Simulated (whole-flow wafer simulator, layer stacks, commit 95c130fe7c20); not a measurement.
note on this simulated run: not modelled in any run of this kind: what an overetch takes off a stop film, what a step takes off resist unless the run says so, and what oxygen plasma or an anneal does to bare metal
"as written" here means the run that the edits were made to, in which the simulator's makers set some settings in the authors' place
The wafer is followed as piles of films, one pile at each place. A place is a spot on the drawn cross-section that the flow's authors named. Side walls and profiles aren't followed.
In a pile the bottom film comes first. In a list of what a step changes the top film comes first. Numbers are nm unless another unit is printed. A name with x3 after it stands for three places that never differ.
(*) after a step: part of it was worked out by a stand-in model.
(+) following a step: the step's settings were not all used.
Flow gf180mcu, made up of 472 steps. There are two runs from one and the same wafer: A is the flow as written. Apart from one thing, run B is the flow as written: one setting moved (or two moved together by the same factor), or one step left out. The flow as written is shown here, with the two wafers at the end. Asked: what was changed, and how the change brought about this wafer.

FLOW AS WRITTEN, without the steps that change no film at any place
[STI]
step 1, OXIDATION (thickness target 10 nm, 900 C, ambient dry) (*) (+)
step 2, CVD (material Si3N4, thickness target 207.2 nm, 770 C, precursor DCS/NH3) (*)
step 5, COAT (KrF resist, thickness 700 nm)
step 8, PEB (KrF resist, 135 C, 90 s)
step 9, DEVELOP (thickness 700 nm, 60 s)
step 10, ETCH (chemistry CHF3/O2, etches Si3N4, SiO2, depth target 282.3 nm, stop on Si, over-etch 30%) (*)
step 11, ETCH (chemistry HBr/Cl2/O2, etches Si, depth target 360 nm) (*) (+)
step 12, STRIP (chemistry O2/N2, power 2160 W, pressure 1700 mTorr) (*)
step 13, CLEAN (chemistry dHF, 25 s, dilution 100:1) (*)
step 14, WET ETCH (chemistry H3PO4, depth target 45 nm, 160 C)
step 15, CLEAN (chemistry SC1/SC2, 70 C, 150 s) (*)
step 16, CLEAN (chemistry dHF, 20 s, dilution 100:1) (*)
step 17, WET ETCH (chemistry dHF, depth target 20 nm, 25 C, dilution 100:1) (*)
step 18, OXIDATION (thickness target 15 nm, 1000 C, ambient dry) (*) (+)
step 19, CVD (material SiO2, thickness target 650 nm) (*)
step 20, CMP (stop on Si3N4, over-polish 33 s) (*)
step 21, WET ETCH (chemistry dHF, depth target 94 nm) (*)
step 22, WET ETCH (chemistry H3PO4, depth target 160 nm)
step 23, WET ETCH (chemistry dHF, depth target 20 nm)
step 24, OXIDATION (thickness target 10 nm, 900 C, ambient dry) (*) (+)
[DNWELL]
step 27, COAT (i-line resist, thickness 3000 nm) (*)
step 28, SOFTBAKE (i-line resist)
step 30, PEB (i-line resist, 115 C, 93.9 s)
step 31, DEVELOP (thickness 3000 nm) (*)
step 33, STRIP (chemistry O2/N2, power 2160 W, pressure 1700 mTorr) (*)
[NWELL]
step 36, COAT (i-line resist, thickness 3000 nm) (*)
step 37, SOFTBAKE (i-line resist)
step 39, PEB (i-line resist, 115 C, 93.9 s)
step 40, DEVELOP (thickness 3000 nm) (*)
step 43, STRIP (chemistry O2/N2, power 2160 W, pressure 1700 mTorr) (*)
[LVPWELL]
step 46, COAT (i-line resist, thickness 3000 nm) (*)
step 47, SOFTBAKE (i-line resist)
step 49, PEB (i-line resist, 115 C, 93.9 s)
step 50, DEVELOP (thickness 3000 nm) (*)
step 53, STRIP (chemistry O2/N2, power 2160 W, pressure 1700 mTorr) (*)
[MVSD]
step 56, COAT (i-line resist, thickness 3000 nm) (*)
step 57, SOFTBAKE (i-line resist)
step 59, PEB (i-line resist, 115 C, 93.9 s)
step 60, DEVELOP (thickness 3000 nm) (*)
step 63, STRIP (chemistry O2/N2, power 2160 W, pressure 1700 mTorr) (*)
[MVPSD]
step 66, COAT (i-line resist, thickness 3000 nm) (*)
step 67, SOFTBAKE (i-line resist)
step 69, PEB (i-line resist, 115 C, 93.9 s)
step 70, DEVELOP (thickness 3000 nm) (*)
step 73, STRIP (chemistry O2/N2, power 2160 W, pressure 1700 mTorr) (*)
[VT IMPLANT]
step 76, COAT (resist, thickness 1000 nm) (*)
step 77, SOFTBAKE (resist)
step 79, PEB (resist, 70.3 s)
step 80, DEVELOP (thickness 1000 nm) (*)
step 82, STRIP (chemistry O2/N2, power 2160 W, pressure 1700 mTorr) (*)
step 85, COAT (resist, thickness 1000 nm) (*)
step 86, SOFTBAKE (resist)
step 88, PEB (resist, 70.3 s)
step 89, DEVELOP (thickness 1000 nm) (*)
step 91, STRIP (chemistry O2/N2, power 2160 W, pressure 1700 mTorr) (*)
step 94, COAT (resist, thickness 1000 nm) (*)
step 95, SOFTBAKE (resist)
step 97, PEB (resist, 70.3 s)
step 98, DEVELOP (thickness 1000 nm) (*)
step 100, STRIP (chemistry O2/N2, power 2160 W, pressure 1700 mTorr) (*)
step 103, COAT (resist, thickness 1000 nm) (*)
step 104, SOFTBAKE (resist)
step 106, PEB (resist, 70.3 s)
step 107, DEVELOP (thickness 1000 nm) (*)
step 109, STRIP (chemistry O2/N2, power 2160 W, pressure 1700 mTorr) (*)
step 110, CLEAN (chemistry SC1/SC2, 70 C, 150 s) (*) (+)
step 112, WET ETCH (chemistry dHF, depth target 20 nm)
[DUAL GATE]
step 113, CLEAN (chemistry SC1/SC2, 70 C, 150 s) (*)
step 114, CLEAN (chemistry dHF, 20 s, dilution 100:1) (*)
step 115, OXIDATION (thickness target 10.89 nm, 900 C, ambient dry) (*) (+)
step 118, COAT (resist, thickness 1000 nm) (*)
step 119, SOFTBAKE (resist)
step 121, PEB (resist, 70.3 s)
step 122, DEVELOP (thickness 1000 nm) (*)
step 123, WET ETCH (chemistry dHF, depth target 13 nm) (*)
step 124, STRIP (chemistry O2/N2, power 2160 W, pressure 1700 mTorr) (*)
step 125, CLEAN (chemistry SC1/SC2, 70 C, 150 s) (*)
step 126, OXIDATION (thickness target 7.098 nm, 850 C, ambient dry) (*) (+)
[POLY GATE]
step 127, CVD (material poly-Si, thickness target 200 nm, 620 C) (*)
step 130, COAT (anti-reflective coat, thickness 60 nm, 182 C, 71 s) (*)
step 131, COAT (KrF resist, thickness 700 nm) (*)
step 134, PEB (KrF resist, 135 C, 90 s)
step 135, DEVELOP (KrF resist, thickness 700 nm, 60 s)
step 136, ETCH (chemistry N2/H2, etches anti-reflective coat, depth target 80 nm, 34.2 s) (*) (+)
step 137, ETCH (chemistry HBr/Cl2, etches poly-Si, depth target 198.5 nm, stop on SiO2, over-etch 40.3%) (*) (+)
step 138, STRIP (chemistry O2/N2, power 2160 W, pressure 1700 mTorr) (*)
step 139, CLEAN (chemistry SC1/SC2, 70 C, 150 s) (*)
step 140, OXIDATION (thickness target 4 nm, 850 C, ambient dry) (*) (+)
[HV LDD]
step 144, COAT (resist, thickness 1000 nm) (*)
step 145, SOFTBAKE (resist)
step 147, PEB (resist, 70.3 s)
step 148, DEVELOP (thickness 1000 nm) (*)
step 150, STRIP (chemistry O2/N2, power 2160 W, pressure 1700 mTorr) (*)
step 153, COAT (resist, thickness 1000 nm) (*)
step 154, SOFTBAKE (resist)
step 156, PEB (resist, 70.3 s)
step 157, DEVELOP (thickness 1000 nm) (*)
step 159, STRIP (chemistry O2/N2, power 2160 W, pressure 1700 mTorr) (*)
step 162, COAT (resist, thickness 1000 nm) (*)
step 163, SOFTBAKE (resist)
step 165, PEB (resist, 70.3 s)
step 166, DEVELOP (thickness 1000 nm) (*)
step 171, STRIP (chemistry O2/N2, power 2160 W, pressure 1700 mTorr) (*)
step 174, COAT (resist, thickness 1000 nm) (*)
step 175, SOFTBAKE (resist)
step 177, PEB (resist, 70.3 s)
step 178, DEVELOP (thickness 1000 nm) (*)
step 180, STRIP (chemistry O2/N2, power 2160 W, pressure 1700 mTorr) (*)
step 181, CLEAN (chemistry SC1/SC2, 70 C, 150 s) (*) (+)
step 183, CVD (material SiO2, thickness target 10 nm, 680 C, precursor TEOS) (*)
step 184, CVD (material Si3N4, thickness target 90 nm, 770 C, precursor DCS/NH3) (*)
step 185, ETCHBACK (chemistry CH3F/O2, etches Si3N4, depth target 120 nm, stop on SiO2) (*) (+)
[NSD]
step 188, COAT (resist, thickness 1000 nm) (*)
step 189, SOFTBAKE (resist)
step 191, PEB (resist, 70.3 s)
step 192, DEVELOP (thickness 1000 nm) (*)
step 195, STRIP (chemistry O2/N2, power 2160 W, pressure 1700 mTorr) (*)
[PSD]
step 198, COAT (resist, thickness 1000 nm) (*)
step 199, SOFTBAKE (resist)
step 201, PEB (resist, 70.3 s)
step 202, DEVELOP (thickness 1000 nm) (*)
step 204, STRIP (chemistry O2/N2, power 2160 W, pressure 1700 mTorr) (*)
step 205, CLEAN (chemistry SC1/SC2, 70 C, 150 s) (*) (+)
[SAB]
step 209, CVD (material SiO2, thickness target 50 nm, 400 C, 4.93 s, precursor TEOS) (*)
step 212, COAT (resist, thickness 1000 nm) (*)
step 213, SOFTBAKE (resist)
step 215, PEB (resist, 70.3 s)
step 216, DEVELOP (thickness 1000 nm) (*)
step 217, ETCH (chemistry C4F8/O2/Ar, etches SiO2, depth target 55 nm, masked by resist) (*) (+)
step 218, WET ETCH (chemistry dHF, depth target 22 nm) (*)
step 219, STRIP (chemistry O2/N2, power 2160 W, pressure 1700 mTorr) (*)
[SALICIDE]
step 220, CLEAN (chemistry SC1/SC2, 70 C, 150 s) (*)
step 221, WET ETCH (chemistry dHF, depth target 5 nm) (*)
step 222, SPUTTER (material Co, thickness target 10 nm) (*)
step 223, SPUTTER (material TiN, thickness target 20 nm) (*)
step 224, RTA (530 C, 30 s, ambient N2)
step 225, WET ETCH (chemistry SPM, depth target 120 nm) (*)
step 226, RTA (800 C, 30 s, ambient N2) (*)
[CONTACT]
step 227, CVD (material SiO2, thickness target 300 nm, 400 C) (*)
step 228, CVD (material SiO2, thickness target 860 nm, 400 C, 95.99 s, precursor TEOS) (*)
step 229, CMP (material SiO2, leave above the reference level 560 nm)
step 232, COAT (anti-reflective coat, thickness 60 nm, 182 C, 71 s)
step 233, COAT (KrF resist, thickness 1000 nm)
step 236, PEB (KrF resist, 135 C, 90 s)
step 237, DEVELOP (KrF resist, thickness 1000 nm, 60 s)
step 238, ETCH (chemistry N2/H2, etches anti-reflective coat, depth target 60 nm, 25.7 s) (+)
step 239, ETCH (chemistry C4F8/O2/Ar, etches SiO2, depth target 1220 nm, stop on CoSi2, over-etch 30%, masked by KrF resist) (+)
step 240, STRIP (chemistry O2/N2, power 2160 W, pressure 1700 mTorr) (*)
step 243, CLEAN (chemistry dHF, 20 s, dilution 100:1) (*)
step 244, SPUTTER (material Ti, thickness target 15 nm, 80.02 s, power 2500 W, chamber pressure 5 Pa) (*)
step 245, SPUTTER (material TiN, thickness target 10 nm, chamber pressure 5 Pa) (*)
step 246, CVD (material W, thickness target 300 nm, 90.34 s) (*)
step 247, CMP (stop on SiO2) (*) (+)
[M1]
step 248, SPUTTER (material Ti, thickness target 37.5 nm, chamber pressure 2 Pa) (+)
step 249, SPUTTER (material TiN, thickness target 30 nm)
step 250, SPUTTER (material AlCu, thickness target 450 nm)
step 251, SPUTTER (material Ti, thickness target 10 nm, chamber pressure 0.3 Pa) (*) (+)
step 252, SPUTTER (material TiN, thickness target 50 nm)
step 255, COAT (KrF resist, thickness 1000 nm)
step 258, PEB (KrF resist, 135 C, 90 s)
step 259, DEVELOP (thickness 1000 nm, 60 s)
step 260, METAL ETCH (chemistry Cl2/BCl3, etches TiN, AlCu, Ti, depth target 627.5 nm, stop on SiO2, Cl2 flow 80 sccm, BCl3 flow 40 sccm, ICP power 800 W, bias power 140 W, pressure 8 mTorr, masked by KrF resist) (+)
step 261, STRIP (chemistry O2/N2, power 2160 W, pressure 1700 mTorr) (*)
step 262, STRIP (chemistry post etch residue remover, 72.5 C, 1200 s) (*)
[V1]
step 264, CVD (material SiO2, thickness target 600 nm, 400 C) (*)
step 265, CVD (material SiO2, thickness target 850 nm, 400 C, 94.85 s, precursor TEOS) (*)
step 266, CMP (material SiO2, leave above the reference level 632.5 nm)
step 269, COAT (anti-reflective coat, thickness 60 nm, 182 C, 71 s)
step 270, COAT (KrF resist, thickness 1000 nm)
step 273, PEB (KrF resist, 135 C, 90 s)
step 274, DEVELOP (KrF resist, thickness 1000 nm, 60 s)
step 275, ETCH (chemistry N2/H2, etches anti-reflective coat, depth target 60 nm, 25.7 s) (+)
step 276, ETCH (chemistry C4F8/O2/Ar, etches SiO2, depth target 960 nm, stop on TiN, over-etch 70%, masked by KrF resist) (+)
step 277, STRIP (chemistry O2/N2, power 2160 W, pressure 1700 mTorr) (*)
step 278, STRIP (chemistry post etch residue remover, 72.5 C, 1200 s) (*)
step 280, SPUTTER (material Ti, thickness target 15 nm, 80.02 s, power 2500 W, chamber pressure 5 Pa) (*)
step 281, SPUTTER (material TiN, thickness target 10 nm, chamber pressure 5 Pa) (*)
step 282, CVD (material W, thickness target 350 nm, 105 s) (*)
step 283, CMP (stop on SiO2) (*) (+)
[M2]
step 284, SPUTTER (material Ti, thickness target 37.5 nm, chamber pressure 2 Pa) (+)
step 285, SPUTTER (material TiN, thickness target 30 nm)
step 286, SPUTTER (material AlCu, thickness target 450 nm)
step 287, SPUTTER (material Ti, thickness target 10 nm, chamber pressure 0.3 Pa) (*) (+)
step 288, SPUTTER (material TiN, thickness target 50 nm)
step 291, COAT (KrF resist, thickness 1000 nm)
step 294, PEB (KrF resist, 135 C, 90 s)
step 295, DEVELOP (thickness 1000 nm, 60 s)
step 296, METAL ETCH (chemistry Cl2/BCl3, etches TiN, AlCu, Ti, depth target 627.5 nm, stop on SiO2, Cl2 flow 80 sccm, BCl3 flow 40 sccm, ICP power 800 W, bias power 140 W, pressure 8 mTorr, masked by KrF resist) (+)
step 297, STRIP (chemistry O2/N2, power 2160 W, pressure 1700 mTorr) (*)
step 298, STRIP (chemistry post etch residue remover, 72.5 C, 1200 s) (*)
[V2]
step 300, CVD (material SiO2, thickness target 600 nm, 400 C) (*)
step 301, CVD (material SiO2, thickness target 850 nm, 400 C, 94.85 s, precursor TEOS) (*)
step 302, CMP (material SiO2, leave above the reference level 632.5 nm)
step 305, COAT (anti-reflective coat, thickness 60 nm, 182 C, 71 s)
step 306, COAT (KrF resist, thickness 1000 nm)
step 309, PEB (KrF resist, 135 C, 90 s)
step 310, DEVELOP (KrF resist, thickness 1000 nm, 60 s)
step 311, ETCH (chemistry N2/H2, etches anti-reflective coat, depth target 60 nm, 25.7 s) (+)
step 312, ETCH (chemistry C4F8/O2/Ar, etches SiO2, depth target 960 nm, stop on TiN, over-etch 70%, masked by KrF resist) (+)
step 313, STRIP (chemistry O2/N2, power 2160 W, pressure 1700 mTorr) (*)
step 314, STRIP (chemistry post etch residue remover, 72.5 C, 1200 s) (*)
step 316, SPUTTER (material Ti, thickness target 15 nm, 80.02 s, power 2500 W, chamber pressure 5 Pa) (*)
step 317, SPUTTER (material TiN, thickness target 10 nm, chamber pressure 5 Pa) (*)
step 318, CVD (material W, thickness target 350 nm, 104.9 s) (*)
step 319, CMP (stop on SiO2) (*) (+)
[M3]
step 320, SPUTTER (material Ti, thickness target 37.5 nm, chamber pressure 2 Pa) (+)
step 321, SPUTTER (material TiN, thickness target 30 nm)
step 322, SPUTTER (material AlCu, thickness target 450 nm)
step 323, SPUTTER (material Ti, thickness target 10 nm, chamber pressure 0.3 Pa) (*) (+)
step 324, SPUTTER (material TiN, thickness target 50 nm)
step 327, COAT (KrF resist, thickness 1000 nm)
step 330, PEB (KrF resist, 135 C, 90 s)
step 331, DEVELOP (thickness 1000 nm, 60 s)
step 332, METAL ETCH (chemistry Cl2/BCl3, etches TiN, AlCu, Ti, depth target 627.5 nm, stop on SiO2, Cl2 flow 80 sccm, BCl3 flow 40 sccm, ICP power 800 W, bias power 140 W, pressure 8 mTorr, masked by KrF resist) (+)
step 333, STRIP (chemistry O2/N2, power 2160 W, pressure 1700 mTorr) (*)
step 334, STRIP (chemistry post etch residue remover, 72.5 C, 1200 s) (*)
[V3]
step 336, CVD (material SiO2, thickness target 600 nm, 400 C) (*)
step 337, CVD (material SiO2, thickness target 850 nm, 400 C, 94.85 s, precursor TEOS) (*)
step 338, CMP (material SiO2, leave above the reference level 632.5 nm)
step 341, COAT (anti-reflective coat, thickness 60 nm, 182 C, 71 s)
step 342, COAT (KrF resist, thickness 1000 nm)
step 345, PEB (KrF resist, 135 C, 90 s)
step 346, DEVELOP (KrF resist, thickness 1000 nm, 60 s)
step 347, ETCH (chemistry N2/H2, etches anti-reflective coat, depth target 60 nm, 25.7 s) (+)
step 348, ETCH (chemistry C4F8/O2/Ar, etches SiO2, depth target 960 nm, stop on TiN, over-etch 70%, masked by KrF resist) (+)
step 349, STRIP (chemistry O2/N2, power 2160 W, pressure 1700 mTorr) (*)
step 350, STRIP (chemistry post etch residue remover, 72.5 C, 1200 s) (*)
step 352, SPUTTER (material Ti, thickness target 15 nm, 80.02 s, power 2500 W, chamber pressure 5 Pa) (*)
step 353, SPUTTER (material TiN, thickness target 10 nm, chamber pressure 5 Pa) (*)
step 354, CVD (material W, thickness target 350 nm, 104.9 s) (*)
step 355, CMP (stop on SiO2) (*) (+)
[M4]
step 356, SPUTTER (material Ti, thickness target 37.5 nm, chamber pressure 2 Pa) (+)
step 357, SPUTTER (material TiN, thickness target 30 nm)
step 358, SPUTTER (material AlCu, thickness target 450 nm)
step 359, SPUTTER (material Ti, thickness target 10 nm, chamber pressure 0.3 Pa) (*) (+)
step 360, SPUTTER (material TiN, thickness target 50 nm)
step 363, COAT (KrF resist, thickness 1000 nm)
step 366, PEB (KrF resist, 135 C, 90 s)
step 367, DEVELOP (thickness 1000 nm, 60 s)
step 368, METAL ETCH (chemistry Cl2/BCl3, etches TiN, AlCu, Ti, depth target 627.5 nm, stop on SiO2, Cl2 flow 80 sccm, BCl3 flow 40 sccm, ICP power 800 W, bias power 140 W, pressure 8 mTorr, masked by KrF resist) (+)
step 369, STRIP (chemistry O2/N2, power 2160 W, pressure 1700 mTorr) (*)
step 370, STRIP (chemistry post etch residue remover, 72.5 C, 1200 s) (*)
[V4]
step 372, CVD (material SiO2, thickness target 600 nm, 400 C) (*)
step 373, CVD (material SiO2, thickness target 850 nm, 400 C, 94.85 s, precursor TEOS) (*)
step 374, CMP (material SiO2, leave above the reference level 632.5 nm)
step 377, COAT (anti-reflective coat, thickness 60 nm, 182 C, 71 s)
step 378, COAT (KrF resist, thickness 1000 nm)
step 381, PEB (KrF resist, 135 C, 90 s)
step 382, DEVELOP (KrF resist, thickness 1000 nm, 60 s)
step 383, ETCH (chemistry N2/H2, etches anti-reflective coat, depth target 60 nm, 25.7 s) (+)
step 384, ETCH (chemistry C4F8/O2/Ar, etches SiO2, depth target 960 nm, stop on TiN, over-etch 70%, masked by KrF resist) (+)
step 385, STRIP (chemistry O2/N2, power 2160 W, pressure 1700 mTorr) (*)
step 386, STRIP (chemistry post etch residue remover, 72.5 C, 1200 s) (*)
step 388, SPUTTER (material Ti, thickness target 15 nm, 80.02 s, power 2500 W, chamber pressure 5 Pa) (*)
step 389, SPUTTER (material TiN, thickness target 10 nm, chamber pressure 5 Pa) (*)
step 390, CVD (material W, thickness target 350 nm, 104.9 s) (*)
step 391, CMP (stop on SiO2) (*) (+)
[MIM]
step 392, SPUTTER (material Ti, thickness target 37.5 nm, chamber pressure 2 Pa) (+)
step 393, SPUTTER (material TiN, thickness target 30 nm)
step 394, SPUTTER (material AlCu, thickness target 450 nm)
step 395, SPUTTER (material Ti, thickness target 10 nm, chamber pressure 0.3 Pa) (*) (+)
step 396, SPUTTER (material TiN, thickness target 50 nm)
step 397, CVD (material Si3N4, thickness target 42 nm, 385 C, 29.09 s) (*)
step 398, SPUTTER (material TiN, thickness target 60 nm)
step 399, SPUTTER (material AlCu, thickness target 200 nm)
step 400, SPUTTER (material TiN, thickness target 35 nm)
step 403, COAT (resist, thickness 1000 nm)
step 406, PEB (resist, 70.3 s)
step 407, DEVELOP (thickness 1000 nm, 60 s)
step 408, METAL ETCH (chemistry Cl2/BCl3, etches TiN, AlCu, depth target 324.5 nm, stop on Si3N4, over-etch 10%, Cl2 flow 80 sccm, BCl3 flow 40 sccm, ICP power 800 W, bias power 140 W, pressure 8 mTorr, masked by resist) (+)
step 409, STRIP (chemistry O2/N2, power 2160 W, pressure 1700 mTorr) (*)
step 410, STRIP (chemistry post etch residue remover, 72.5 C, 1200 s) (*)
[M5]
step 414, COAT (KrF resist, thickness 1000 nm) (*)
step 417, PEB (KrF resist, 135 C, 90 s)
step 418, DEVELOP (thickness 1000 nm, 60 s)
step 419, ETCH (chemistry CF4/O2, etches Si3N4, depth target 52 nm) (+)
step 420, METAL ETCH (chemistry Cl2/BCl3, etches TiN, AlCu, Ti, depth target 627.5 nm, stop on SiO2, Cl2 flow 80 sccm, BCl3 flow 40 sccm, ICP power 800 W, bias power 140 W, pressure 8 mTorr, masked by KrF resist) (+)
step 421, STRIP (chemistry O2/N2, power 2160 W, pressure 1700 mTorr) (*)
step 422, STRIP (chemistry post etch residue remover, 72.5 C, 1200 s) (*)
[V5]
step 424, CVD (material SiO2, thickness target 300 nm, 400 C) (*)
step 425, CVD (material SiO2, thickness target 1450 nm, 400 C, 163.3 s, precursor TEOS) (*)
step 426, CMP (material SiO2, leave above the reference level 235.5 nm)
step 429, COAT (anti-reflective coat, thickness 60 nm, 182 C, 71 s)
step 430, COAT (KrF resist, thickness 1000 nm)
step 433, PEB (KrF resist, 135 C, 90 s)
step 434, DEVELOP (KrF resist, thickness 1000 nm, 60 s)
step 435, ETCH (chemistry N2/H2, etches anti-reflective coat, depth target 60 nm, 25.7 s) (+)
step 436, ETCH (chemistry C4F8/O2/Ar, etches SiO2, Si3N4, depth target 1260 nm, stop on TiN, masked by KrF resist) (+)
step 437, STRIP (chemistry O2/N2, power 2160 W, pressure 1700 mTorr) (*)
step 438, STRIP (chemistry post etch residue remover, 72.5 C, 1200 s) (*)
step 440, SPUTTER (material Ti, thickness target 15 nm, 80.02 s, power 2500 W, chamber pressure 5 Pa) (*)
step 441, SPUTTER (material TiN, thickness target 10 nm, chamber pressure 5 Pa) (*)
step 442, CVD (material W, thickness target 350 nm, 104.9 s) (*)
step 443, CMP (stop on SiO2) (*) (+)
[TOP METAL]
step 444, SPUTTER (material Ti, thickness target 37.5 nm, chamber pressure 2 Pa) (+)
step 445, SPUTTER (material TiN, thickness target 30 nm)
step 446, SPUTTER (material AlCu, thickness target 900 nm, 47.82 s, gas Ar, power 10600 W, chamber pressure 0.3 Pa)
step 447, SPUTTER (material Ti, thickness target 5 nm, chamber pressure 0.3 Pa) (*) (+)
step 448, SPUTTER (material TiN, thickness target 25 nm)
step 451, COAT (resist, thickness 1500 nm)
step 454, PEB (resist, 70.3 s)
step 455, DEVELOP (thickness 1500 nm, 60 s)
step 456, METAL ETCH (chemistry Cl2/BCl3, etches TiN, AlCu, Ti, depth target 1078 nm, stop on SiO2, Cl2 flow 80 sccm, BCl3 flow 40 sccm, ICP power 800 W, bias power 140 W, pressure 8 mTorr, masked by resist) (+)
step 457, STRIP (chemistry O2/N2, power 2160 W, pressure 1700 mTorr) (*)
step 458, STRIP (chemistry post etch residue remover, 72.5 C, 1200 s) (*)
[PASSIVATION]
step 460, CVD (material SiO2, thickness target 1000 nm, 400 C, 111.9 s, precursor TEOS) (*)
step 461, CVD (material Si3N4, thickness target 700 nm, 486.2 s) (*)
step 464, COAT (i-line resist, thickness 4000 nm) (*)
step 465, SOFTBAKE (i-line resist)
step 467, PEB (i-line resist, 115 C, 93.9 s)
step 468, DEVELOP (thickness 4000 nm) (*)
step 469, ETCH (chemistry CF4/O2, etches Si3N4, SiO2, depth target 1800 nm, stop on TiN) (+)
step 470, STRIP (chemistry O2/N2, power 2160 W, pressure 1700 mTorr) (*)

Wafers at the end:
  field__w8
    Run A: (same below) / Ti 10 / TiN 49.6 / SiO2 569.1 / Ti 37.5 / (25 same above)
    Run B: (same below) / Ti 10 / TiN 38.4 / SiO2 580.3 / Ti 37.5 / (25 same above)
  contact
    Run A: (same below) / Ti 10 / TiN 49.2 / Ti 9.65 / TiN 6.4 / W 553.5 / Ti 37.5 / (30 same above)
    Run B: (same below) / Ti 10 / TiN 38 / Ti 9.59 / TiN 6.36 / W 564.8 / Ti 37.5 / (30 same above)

The reason: step 288, SPUTTER: thickness target 38.8 nm was run, whereas the flow has thickness target 50 nm.

Step by step, how the change led to this:
  step 288, SPUTTER (material TiN, thickness target 50 nm)
      field, field__w1, field__w2 and 108 more: A TiN gains 50 (new film) | B TiN gains 38.8 (new film)
  step 296, METAL ETCH (chemistry Cl2/BCl3, etches TiN, AlCu, Ti, depth target 627.5 nm, stop on SiO2, Cl2 flow 80 sccm, BCl3 flow 40 sccm, ICP power 800 W, bias power 140 W, pressure 8 mTorr, masked by KrF resist) (+)
      field, field__w1, field__w2 and 103 more: A TiN loses 50 (all of it), Ti loses 10 (all of it), AlCu loses 450 (all of it), TiN loses 30 (all of it), Ti loses 37.5 (all of it) | B TiN loses 38.8 (all of it), Ti loses 10 (all of it), AlCu loses 450 (all of it), TiN loses 30 (all of it), Ti loses 37.5 (all of it)
